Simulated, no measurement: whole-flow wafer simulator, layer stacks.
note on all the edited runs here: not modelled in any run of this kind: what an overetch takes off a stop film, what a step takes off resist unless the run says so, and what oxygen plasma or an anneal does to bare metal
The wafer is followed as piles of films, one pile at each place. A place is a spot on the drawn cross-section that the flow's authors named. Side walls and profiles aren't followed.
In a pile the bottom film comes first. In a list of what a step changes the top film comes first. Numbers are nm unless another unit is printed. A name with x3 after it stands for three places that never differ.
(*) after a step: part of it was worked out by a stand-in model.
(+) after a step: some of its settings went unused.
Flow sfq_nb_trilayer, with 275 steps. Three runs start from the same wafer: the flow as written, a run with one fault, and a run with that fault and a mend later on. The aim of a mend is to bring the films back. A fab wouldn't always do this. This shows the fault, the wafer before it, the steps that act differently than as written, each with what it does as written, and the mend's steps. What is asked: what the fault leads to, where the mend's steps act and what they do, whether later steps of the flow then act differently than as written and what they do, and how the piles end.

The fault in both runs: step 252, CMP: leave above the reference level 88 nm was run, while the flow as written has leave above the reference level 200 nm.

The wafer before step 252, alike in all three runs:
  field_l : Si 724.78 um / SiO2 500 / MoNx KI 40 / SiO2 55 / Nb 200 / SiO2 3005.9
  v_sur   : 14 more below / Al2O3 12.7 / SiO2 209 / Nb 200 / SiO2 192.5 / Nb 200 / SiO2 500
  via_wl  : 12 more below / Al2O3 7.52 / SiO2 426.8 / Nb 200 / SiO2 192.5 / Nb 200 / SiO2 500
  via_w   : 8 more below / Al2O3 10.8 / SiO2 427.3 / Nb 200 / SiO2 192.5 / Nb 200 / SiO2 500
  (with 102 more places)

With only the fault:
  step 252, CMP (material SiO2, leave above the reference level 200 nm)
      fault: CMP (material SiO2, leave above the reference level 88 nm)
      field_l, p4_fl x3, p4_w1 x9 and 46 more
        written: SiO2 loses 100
        fault: SiO2 loses 212
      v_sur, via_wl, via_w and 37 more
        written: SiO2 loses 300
        fault: SiO2 loses 412
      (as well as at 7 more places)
  Steps further on in the flow that do not act as written (2 more steps, not shown, differ only slightly: by at most 2% or 0.5 nm, whichever is larger):
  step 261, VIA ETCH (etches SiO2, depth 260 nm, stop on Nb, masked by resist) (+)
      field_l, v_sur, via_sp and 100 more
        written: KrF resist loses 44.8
        fault: KrF resist loses 22.7
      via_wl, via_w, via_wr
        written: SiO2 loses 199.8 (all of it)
        fault: SiO2 loses 87.8 (all of it)
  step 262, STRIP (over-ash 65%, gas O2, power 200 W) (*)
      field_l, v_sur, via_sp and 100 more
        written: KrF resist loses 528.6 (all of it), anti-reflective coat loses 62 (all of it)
        fault: KrF resist loses 550.7 (all of it), anti-reflective coat loses 62 (all of it)
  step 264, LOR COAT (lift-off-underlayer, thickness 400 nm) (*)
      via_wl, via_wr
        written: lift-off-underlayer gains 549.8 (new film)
        fault: lift-off-underlayer gains 465.9 (new film)
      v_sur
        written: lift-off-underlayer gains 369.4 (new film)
        fault: lift-off-underlayer gains 386.5 (new film)
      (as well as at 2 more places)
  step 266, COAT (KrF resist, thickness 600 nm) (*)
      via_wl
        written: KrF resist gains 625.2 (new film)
        fault: KrF resist gains 611.1 (new film)
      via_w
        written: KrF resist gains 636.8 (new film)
        fault: KrF resist gains 616.2 (new film)
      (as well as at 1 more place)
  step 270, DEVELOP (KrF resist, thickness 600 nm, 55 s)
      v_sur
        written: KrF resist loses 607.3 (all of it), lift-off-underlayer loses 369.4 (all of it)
        fault: KrF resist loses 602.5 (all of it), lift-off-underlayer loses 386.5 (all of it)
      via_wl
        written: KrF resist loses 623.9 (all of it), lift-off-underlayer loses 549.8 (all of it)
        fault: KrF resist loses 609.8 (all of it), lift-off-underlayer loses 465.9 (all of it)
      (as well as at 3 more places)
  The piles end different from the flow's at field_l, v_sur, via_sp and 100 more by more than 2% or 0.5 nm, whichever is larger.
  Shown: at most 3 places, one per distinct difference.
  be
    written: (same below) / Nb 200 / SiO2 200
    fault: (same below) / Nb 200 / SiO2 88
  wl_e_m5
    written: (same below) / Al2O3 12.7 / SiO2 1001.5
    fault: (same below) / Al2O3 12.7 / SiO2 889.5
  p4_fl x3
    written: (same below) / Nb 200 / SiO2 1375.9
    fault: (same below) / Nb 200 / SiO2 1263.9

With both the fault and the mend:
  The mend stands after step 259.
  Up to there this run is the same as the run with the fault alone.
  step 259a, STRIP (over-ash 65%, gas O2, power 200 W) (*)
      field_l, v_sur, via_sp and 100 more
        KrF resist loses 625.1 (all of it), anti-reflective coat loses 62 (all of it)
      via_wl, via_w, via_wr
        anti-reflective coat loses 62 (all of it)
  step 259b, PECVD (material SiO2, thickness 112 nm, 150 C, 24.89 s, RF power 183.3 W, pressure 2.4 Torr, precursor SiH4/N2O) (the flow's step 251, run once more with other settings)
      field_l, v_sur, via_wl and 103 more
        SiO2 gains 112
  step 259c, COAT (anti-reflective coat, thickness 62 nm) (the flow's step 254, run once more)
      field_l, v_sur, via_wl and 103 more
        anti-reflective coat gains 62 (new film)
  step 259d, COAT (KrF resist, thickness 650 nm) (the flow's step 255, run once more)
      field_l, v_sur, via_wl and 103 more
        KrF resist gains 650 (new film)
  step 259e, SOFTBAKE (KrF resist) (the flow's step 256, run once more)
      leaves every film unchanged at each place that is followed
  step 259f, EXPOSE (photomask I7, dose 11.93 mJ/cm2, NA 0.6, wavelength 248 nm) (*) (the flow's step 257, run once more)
      leaves every film unchanged at each place that is followed
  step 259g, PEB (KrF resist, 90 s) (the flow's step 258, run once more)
      field_l, v_sur, via_wl and 103 more
        KrF resist loses 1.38
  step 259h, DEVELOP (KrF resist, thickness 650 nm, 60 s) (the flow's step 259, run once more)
      field_l, v_sur, via_sp and 100 more
        KrF resist loses 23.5
      via_wl, via_w, via_wr
        KrF resist loses 648.6 (all of it)
  Every later step of the flow that is run acts as written at every place that is followed.
  The piles end the same as the flow's at every place that both follow.
